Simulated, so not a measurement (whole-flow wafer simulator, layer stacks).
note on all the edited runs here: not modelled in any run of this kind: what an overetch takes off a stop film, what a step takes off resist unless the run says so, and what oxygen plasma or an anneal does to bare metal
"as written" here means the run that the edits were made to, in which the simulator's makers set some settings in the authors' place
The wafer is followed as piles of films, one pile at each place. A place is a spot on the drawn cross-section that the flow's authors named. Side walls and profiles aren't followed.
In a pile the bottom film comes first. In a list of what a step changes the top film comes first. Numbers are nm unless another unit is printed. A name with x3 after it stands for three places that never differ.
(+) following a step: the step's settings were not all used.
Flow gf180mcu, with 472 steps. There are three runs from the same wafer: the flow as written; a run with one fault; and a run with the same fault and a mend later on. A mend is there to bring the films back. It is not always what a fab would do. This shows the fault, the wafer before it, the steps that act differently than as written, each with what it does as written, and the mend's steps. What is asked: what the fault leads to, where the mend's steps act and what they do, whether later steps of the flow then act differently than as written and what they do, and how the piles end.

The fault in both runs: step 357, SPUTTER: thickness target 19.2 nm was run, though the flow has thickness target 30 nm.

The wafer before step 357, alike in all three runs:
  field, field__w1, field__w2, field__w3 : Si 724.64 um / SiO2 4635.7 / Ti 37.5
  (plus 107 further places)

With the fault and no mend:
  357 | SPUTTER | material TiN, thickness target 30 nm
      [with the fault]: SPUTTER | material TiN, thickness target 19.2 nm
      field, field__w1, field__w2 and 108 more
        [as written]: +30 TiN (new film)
        [with the fault]: +19.2 TiN (new film)
  Later steps of the flow acting differently than as written:
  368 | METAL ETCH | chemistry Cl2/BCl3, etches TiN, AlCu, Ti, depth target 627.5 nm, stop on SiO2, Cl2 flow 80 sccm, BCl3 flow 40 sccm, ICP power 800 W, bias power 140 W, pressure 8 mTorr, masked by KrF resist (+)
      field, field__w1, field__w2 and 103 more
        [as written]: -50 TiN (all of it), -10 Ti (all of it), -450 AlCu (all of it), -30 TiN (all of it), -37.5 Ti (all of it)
        [with the fault]: -50 TiN (all of it), -10 Ti (all of it), -450 AlCu (all of it), -19.2 TiN (all of it), -37.5 Ti (all of it)
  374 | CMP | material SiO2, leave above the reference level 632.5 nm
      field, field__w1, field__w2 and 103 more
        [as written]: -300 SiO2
        [with the fault]: -310.8 SiO2
  The piles end different from the flow's at field__w8, contact, m1, m1__w1, m1_nw by more than 2% or 0.5 nm, whichever is larger.
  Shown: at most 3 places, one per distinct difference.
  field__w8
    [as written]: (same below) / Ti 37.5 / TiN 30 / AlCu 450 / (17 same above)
    [with the fault]: (same below) / Ti 37.5 / TiN 19.2 / AlCu 450 / (17 same above)
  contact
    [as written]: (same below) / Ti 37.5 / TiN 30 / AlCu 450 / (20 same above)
    [with the fault]: (same below) / Ti 37.5 / TiN 19.2 / AlCu 450 / (20 same above)

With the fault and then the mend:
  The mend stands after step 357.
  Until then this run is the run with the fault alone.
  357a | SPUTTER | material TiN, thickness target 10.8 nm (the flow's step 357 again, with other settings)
      field, field__w1, field__w2 and 108 more
        +10.8 TiN
  Every later step of the flow that is run acts as written at every place that is followed.
  By the end, the piles equal the flow's at every place that both follow.
